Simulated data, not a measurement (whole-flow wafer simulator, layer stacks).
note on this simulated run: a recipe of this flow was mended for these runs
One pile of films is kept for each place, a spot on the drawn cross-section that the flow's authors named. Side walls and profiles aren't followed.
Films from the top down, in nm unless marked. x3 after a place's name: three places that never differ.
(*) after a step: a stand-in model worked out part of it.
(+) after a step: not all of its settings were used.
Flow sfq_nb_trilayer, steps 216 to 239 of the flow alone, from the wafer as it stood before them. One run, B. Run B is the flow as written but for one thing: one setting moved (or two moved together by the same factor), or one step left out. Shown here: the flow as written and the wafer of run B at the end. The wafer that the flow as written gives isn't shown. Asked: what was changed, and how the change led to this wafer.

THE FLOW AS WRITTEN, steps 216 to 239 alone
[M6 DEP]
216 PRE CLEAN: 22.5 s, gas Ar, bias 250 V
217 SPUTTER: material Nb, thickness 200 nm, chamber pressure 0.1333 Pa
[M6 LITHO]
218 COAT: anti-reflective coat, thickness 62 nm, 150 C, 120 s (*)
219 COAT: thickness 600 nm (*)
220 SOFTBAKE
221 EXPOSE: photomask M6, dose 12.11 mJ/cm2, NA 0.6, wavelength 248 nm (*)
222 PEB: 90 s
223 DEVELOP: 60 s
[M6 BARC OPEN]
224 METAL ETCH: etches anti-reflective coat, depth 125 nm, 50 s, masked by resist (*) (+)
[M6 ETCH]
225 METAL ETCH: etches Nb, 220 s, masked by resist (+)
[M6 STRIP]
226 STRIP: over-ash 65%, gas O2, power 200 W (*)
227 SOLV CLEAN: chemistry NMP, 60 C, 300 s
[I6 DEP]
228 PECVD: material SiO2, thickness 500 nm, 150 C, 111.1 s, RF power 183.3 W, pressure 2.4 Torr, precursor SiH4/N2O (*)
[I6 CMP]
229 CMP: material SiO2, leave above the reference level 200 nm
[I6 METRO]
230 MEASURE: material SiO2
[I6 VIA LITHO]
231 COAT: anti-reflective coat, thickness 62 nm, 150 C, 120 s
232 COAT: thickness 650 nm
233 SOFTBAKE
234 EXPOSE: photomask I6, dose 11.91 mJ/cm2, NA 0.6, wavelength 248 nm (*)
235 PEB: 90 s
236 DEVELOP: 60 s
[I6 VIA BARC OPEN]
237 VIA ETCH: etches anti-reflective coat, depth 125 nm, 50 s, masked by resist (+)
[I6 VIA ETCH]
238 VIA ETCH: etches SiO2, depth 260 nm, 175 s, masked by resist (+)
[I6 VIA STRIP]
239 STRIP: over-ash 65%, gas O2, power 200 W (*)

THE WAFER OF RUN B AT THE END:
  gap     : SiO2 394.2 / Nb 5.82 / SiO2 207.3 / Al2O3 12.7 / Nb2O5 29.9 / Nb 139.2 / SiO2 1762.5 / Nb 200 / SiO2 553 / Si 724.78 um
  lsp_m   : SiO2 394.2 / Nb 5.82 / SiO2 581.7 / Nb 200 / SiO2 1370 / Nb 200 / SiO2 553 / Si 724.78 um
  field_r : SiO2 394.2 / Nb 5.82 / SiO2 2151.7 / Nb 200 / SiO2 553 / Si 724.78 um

The cause: step 225, METAL ETCH: 178 s was run, where the flow has 220 s.

How the change led to this, step by step:
  225 METAL ETCH: etches Nb, 220 s, masked by resist (+)
      field_l, gap, moat and 76 more: Nb -194.2 (as written it would be: Nb -200 (all of it), SiO2 -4)
      v_sur, via_wl, via_w and 24 more: KrF-resist-other-grade -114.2 (as written it would be: KrF-resist-other-grade -141.2)
  226 STRIP: over-ash 65%, gas O2, power 200 W (*)
      m6r_line_l x2: KrF-resist-other-grade -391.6 (all of it), anti-reflective coat -62 (all of it) (as written it would be: KrF-resist-other-grade -364.6 (all of it), anti-reflective coat -62 (all of it))
      v_sur: KrF-resist-other-grade -390.8 (all of it), anti-reflective coat -62.2 (all of it) (as written it would be: KrF-resist-other-grade -363.8 (all of it), anti-reflective coat -62.2 (all of it))
      (and at 24 more places)
  228 PECVD: material SiO2, thickness 500 nm, 150 C, 111.1 s, RF power 183.3 W, pressure 2.4 Torr, precursor SiH4/N2O (*)
      field_l, p4_fl x5, p4_w1 x9 and 50 more: SiO2 +500 (new film) (as written it would be: SiO2 +500)
      moat, field_r, lsp_l, ln_m5, lsp_m: SiO2 +493.8 (new film) (as written it would be: SiO2 +493.5)
      (and at 9 more places)
  229 CMP: material SiO2, leave above the reference level 200 nm
      field_l, p4_fl x5, p4_w1 x9 and 47 more: SiO2 -105.8 (as written it would be: SiO2 -96)
      moat, field_r, lsp_l, ln_m5, lsp_m: SiO2 -99.6 (as written it would be: SiO2 -89.5)
      (and at 8 more places)
Counting metal films that touch as one body, gap has 3 bodies (between them, from the top down: SiO2 207.3 / Al2O3 12.7 / Nb2O5 29.9; SiO2 1762.5); the flow as written gives 2 bodies (between them, from the top down: SiO2 1762.5).
Counting metal films that touch as one body, lsp_m has 3 bodies (between them, from the top down: SiO2 581.7; SiO2 1370); the flow as written gives 2 bodies (between them, from the top down: SiO2 1370).
Counting metal films that touch as one body, field_r has 2 bodies (between them, from the top down: SiO2 2151.7); the flow as written gives 1 body.
